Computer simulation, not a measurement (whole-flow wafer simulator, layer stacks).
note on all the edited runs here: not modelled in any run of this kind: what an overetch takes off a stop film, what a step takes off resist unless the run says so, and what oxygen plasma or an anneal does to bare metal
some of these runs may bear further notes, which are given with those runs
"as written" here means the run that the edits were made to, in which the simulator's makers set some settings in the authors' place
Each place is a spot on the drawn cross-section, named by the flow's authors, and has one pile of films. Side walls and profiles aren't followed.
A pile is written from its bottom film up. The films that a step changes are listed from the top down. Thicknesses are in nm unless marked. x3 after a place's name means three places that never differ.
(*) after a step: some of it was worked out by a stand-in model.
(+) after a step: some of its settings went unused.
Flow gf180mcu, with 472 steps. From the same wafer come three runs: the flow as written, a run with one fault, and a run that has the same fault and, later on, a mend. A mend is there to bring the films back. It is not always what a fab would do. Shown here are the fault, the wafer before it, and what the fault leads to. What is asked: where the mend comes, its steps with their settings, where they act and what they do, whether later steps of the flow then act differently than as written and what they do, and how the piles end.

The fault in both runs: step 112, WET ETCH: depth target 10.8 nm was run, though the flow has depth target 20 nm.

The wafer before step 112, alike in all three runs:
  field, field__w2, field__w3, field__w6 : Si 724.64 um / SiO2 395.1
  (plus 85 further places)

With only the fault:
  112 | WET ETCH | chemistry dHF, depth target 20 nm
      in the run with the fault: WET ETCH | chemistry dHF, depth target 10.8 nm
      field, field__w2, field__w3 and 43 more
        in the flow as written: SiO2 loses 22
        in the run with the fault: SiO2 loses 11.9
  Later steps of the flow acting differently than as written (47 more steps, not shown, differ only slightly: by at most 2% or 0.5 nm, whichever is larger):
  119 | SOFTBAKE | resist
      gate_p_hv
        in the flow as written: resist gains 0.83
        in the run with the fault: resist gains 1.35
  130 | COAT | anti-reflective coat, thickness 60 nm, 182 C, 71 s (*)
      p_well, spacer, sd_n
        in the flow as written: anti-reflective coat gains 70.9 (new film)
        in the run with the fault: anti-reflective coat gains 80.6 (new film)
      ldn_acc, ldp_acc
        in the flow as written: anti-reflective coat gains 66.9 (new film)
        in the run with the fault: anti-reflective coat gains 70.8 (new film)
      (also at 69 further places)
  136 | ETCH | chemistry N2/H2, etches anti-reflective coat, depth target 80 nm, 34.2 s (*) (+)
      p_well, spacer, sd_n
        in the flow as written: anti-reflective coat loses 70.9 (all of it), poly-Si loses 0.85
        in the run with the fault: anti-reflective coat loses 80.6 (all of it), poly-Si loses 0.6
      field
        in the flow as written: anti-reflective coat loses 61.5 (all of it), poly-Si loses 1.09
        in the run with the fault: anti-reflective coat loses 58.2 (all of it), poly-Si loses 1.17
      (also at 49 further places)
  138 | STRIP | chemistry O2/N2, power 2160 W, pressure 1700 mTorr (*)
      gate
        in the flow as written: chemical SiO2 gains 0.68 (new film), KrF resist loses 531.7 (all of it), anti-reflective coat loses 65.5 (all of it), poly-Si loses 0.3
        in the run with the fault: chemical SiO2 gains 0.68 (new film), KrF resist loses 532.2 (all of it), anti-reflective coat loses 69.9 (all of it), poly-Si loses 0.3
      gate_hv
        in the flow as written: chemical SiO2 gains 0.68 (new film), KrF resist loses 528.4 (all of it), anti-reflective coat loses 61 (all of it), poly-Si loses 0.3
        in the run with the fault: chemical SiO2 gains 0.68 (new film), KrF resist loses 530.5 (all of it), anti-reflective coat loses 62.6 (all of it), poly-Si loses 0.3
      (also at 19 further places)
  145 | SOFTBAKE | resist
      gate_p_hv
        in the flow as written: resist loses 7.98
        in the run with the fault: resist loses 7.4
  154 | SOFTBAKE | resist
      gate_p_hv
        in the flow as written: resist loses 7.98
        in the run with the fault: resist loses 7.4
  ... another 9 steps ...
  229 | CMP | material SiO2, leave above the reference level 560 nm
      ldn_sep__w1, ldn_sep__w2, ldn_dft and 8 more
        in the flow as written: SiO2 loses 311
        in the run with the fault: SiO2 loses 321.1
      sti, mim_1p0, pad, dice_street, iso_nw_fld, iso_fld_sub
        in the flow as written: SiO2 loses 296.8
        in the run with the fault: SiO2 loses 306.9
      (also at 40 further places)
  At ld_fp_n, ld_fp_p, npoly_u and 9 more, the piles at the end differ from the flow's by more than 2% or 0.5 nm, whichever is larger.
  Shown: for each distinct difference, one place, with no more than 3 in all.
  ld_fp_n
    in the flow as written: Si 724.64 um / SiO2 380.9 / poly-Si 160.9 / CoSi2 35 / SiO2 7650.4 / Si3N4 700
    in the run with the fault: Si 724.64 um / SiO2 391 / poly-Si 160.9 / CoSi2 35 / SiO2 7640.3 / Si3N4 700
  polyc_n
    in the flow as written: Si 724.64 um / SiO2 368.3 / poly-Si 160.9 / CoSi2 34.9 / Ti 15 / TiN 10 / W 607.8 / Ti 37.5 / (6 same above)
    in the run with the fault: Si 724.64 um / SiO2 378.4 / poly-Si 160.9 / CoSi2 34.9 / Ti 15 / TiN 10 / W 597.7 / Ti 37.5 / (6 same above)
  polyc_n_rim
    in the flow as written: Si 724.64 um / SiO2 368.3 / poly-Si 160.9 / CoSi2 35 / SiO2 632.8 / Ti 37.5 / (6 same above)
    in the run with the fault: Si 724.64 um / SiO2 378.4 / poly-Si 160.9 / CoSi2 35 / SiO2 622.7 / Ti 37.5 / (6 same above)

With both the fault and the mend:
  The mend stands after step 112.
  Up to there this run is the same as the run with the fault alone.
  112a | WET ETCH | chemistry dHF, depth target 9.2 nm (the flow's step 112, run once more with other settings)
      field, field__w2, field__w3 and 43 more
        SiO2 loses 9.2
  Later steps of the flow acting differently than as written (57 more steps, not shown, differ only slightly: by at most 2% or 0.5 nm, whichever is larger):
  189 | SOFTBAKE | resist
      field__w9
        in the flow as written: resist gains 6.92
        in the run with the mend: resist loses 3.07
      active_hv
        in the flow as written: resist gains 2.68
        in the run with the mend: resist loses 0.53
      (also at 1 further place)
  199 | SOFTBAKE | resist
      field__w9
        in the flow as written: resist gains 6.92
        in the run with the mend: resist loses 3.07
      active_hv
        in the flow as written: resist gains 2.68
        in the run with the mend: resist loses 0.53
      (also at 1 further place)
  The piles end only slightly different from the flow's at the places that both follow, by no more than 2% or 0.5 nm, whichever is larger.
